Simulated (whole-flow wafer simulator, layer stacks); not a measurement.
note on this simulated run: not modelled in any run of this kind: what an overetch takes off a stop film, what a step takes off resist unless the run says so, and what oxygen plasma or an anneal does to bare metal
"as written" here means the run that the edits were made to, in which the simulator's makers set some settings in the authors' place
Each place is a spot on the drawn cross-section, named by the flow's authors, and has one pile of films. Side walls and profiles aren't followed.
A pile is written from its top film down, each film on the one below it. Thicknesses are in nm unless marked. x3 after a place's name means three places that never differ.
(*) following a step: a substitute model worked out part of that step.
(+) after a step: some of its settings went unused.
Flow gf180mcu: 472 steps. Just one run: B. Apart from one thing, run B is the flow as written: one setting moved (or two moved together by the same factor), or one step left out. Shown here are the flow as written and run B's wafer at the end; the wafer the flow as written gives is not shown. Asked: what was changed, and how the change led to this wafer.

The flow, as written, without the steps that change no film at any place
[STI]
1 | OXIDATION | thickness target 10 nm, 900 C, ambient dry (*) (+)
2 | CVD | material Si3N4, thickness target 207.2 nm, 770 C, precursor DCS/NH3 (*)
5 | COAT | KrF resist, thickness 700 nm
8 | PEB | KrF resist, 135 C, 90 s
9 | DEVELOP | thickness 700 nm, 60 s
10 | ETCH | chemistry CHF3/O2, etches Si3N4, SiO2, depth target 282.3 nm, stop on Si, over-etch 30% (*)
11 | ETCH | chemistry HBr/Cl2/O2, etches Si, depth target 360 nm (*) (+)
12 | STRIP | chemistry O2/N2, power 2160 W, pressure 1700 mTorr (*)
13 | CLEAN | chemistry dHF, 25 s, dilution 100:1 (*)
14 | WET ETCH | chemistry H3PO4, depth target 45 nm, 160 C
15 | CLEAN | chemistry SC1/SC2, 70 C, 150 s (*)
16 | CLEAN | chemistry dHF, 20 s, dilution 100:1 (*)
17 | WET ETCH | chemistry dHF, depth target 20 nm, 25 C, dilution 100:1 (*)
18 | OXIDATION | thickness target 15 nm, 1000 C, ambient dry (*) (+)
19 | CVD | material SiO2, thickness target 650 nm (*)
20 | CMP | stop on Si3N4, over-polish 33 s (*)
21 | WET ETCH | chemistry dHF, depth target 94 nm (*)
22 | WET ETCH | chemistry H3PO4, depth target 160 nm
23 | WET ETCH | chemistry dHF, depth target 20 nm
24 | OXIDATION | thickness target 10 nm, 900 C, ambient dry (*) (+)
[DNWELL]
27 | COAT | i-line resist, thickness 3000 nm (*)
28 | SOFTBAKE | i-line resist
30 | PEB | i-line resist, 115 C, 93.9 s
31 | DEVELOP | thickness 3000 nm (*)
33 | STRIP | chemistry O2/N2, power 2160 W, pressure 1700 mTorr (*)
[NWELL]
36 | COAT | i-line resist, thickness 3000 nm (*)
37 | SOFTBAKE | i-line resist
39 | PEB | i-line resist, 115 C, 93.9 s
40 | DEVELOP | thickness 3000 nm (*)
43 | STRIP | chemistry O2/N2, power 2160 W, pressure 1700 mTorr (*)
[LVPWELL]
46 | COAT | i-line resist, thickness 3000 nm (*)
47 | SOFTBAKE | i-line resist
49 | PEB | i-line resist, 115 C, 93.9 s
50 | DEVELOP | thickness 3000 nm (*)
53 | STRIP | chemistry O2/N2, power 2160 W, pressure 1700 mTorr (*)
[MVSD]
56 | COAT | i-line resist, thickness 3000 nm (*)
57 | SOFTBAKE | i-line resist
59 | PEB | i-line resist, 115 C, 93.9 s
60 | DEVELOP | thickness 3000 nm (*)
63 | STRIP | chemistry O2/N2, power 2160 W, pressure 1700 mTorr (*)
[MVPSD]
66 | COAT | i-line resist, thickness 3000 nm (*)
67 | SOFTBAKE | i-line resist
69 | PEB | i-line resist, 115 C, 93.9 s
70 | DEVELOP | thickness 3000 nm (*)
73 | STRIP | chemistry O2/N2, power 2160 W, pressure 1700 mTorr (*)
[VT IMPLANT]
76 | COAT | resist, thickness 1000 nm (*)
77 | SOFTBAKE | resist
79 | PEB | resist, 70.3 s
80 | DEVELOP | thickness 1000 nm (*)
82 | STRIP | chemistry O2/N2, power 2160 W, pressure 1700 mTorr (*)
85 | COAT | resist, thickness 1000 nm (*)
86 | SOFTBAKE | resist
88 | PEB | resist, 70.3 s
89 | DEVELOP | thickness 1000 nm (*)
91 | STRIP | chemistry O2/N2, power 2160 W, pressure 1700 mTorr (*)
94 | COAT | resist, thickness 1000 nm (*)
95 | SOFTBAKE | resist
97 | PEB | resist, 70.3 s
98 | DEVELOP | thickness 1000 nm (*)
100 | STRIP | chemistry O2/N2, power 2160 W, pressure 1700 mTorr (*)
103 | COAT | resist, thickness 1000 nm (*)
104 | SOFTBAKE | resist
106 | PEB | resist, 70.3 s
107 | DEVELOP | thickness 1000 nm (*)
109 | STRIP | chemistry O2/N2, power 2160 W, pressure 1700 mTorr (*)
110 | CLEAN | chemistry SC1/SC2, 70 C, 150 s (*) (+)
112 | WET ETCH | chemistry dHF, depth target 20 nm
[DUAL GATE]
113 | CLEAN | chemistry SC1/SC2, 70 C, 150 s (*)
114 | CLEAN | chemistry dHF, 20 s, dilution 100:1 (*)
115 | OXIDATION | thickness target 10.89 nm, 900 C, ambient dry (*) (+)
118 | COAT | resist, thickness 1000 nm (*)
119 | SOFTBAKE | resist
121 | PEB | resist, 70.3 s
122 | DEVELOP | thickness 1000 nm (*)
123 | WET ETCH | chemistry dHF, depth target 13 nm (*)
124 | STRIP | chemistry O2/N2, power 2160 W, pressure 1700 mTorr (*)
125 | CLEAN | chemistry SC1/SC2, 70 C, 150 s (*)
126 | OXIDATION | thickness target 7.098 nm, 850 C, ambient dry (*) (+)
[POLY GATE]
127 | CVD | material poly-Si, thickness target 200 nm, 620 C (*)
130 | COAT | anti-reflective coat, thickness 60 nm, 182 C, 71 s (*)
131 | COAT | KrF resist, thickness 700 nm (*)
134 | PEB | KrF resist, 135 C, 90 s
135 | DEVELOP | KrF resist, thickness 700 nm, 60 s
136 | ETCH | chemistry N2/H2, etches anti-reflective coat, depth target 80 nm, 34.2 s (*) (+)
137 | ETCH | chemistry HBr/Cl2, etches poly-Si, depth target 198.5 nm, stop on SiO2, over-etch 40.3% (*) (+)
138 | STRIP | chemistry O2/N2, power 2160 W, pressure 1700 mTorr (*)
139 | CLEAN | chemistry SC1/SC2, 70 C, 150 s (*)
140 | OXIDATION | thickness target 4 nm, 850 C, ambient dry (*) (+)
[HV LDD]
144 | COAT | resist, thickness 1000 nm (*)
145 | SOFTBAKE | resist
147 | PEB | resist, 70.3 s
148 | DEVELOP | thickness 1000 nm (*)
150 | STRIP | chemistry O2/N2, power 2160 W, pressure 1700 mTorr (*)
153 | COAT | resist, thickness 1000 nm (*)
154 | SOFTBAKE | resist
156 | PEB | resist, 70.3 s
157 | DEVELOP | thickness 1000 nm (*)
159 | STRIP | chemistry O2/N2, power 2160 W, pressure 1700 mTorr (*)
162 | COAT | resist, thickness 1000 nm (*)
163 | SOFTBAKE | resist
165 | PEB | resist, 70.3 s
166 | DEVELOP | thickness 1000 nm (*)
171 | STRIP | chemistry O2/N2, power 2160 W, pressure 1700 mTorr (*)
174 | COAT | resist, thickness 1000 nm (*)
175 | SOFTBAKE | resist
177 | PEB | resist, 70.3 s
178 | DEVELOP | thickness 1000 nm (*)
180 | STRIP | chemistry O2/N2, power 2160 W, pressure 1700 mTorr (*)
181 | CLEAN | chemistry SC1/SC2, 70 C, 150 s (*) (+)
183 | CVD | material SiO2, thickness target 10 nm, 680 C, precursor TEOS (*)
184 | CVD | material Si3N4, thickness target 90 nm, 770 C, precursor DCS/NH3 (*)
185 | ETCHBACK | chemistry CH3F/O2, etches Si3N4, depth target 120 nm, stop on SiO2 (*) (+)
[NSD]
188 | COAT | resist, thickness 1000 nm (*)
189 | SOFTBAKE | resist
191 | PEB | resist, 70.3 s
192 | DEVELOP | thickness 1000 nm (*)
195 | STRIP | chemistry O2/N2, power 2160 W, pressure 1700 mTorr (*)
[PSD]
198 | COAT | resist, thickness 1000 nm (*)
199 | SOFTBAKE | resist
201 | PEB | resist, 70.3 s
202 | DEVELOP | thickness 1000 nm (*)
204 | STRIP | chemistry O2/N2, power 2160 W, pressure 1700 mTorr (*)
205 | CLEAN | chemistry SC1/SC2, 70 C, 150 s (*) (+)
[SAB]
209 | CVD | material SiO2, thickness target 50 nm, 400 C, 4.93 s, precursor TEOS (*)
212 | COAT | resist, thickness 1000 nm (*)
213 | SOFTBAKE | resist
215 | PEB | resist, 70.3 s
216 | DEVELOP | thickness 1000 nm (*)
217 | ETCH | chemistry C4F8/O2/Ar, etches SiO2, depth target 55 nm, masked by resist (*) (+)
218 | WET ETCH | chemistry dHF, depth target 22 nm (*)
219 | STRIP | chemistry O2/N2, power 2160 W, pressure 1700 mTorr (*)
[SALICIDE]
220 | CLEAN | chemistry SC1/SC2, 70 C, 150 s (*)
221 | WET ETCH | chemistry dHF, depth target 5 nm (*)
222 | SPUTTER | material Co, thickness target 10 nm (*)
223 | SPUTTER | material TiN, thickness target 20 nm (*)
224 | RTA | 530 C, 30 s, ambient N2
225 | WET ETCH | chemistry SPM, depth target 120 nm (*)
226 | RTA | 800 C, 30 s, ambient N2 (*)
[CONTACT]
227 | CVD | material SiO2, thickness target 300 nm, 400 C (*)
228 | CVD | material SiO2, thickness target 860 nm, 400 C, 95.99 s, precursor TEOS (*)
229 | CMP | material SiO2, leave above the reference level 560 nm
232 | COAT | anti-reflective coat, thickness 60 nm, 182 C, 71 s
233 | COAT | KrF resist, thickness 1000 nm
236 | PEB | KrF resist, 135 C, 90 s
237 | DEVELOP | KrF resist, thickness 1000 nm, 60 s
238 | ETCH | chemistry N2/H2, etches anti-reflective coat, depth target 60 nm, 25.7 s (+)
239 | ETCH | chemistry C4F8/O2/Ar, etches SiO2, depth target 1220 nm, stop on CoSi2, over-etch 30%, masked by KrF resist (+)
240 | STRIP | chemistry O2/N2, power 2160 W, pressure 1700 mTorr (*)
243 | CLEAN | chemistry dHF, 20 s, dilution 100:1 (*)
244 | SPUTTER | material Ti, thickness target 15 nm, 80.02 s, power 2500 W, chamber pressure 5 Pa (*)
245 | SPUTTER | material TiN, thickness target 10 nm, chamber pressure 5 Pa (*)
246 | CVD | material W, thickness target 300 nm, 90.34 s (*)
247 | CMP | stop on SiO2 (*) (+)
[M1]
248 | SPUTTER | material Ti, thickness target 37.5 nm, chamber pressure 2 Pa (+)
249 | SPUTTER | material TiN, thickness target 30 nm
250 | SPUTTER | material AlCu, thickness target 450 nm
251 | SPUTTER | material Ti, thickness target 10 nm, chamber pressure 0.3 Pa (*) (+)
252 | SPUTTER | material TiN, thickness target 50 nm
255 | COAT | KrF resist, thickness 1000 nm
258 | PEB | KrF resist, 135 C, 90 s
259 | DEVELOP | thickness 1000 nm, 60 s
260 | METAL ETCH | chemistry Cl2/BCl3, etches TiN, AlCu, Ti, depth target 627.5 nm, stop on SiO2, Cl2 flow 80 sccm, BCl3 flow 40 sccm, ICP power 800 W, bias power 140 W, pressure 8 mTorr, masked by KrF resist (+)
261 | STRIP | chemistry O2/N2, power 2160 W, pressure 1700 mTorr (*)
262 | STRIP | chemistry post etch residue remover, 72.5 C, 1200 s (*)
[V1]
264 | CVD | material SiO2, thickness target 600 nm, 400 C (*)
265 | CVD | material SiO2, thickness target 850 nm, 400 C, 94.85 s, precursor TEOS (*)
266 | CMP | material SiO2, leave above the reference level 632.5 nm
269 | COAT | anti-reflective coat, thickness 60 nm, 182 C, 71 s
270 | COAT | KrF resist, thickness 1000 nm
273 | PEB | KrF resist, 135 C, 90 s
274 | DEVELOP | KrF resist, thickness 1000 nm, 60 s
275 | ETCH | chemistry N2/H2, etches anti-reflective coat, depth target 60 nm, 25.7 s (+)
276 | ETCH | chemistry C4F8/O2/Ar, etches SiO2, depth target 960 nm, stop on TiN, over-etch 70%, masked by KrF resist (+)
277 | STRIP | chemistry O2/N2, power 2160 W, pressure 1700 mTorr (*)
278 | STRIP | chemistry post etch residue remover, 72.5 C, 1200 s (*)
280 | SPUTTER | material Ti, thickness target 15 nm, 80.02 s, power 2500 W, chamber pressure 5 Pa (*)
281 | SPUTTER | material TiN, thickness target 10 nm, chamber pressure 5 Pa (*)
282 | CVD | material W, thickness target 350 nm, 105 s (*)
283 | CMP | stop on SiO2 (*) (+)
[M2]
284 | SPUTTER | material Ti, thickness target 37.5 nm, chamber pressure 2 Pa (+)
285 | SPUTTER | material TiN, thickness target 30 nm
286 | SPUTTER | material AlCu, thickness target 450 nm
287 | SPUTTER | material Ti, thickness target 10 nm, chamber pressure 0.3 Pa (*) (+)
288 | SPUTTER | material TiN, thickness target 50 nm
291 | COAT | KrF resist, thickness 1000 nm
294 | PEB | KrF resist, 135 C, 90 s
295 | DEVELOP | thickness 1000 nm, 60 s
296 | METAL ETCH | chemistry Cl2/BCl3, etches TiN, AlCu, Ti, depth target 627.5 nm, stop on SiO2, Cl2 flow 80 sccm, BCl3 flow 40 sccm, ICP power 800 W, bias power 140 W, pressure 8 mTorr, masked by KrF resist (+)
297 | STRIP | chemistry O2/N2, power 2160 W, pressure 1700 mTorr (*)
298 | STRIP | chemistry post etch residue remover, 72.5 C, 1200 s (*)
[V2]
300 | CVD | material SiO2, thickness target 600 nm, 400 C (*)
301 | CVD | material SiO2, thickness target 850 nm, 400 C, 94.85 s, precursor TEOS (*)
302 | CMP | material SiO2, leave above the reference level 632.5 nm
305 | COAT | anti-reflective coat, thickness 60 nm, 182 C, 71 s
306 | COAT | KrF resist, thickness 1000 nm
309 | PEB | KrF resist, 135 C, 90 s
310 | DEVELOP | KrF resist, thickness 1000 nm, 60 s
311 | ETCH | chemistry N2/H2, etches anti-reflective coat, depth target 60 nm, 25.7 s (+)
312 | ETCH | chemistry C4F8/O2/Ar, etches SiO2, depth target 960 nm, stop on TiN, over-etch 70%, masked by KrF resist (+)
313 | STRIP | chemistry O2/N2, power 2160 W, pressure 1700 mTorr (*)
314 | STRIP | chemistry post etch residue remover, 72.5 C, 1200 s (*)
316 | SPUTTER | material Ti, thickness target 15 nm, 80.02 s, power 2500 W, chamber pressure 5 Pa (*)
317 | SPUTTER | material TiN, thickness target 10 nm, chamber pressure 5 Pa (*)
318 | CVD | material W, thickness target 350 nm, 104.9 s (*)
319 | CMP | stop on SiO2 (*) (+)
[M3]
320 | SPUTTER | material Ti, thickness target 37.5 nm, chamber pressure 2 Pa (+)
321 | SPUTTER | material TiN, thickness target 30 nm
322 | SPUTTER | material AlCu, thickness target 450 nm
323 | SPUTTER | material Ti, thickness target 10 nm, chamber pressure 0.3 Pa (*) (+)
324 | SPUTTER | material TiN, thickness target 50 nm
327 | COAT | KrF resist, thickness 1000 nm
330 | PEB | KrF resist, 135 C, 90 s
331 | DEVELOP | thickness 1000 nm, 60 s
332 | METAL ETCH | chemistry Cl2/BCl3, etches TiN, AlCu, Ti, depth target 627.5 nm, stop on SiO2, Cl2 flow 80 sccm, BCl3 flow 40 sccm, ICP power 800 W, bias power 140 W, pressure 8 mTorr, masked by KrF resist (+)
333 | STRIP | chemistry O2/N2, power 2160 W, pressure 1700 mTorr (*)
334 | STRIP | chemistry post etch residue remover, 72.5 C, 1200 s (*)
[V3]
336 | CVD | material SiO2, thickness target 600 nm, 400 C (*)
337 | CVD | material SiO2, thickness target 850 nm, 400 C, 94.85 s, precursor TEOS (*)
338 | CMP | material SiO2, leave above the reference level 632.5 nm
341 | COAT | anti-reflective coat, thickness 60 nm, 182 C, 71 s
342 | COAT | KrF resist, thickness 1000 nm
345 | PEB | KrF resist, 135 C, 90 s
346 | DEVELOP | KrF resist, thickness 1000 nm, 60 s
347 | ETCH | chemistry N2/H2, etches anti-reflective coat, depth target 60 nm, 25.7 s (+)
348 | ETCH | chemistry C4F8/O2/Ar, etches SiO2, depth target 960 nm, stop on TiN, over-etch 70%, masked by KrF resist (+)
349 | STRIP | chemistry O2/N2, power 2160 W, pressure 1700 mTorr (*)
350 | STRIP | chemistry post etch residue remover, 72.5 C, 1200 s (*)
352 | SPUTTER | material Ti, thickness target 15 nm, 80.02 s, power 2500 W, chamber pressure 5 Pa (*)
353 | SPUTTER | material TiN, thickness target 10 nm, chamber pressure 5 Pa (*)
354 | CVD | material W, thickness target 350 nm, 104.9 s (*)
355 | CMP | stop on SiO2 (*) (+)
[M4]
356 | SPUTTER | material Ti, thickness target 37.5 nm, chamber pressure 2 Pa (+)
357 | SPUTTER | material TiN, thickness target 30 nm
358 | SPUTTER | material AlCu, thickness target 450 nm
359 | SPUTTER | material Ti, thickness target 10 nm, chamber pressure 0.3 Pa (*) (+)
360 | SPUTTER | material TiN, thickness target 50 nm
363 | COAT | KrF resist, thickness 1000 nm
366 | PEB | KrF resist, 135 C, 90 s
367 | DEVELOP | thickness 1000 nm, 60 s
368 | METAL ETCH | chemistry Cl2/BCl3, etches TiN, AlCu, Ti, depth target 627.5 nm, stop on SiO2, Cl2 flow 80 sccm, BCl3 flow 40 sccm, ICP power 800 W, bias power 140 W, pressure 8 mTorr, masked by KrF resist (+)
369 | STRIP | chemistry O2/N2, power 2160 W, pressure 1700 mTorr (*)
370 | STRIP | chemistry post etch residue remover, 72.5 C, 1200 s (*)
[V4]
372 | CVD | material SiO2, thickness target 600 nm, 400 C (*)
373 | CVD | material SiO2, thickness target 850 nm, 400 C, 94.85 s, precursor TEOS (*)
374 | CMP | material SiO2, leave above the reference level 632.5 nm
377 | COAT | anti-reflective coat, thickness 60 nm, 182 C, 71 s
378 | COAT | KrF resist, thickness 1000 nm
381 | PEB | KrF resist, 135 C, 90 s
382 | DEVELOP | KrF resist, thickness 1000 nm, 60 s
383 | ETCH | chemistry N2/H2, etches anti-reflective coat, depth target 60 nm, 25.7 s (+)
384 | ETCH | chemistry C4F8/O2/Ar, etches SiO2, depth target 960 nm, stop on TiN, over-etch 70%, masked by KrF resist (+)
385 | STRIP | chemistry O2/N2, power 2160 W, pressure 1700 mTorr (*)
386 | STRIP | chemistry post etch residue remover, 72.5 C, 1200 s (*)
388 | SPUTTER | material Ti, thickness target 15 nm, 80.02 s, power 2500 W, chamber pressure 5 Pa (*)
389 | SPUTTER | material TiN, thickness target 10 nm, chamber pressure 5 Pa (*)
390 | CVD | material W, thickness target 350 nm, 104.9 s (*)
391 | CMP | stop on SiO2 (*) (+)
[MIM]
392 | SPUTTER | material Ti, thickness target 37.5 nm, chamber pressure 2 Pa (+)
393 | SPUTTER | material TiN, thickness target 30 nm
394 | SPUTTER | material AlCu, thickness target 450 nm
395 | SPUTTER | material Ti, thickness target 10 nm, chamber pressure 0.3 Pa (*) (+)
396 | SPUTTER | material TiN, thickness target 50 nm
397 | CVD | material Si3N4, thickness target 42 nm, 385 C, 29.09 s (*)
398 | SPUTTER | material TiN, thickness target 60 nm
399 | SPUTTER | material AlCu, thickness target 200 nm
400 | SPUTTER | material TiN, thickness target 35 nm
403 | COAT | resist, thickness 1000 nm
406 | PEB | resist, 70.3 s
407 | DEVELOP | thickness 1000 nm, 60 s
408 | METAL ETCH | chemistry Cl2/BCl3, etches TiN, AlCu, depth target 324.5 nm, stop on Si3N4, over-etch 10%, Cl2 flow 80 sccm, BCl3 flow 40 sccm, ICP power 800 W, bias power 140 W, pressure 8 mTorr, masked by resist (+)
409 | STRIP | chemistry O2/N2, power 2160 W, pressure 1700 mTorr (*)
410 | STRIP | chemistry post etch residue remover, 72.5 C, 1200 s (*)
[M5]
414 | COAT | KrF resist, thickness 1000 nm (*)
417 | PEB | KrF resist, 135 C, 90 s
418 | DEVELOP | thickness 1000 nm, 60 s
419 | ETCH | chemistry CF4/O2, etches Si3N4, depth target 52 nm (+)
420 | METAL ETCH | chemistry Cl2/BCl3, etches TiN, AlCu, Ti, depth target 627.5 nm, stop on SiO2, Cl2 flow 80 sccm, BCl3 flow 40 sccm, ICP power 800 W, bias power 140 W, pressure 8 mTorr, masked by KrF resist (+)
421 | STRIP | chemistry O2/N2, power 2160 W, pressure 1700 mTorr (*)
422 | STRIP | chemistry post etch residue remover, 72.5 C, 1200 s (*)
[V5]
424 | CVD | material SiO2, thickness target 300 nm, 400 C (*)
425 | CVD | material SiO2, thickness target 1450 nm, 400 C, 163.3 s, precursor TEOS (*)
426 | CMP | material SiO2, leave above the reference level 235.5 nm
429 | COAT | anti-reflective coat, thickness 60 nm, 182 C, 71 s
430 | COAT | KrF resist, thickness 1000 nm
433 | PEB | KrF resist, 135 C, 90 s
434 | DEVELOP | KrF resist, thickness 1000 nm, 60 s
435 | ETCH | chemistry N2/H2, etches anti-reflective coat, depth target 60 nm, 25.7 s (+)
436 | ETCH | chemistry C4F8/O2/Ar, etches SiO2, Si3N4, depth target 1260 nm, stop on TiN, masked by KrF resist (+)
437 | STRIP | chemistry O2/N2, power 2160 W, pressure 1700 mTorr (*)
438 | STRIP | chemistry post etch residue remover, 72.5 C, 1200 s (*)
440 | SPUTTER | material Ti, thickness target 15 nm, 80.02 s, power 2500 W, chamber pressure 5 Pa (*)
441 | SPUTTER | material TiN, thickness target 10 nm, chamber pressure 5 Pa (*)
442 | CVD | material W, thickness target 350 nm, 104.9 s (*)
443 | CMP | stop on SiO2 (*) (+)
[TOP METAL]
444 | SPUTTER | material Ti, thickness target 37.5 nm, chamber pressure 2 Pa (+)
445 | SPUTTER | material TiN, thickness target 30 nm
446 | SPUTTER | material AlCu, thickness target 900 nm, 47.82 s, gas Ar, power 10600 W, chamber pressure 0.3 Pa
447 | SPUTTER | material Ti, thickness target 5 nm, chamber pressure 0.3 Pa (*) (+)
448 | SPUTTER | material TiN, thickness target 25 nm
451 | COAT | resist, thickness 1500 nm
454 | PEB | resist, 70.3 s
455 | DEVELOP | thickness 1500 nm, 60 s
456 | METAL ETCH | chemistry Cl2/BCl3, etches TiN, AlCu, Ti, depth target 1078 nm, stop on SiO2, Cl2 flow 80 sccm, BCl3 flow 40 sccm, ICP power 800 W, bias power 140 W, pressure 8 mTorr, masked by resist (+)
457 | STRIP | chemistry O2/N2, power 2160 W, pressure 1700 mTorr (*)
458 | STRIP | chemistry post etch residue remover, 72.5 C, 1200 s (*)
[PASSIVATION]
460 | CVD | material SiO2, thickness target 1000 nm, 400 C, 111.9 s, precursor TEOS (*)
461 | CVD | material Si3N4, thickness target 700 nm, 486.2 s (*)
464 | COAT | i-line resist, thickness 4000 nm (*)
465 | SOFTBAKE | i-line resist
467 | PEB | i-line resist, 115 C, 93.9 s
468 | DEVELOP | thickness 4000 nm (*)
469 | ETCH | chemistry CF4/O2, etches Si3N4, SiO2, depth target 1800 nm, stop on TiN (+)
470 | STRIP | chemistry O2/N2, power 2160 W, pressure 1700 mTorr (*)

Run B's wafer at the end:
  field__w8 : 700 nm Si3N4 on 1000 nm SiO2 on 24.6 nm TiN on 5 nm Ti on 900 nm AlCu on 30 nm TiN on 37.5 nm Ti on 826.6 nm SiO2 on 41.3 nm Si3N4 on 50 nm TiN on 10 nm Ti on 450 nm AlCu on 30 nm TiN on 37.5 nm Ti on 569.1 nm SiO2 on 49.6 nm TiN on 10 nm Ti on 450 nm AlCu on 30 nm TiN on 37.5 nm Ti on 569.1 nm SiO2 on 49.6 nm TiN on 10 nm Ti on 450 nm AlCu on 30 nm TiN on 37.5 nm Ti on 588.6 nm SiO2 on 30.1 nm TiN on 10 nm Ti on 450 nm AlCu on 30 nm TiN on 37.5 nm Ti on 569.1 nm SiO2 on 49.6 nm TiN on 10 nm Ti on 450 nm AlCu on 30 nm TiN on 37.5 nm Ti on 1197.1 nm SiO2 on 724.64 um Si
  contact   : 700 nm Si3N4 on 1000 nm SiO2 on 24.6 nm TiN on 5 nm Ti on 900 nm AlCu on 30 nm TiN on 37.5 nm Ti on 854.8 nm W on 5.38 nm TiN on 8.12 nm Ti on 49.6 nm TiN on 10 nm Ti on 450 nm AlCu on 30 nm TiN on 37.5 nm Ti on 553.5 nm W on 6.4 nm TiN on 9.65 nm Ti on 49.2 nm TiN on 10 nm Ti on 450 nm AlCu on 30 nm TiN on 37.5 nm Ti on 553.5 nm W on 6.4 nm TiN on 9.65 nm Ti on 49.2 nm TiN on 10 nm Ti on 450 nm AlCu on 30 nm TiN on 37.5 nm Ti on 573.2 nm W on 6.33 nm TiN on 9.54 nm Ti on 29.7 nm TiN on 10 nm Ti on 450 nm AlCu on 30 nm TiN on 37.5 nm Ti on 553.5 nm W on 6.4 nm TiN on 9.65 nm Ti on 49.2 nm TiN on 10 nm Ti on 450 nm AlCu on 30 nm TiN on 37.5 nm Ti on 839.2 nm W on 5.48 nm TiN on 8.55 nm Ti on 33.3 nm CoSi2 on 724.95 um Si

What caused this: step 288, SPUTTER: thickness target 30.5 nm was run, whereas the flow has thickness target 50 nm.

How this came from the change, step by step:
  288 | SPUTTER | material TiN, thickness target 50 nm
      field, field__w1, field__w2 and 108 more: +30.5 TiN (new film) (as written it would have been: +50 TiN (new film))
  296 | METAL ETCH | chemistry Cl2/BCl3, etches TiN, AlCu, Ti, depth target 627.5 nm, stop on SiO2, Cl2 flow 80 sccm, BCl3 flow 40 sccm, ICP power 800 W, bias power 140 W, pressure 8 mTorr, masked by KrF resist (+)
      field, field__w1, field__w2 and 103 more: -30.5 TiN (all of it), -10 Ti (all of it), -450 AlCu (all of it), -30 TiN (all of it), -37.5 Ti (all of it) (as written it would have been: -50 TiN (all of it), -10 Ti (all of it), -450 AlCu (all of it), -30 TiN (all of it), -37.5 Ti (all of it))
  302 | CMP | material SiO2, leave above the reference level 632.5 nm
      field__w8, contact, m1, m1__w1, m1_nw: -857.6 SiO2 (as written it would have been: -877.1 SiO2)
  312 | ETCH | chemistry C4F8/O2/Ar, etches SiO2, depth target 960 nm, stop on TiN, over-etch 70%, masked by KrF resist (+)
      contact: -592 SiO2 (all of it) (as written it would have been: -572.5 SiO2 (all of it))
  318 | CVD | material W, thickness target 350 nm, 104.9 s (*)
      contact: +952 W (new film) (as written it would have been: +932.3 W (new film))
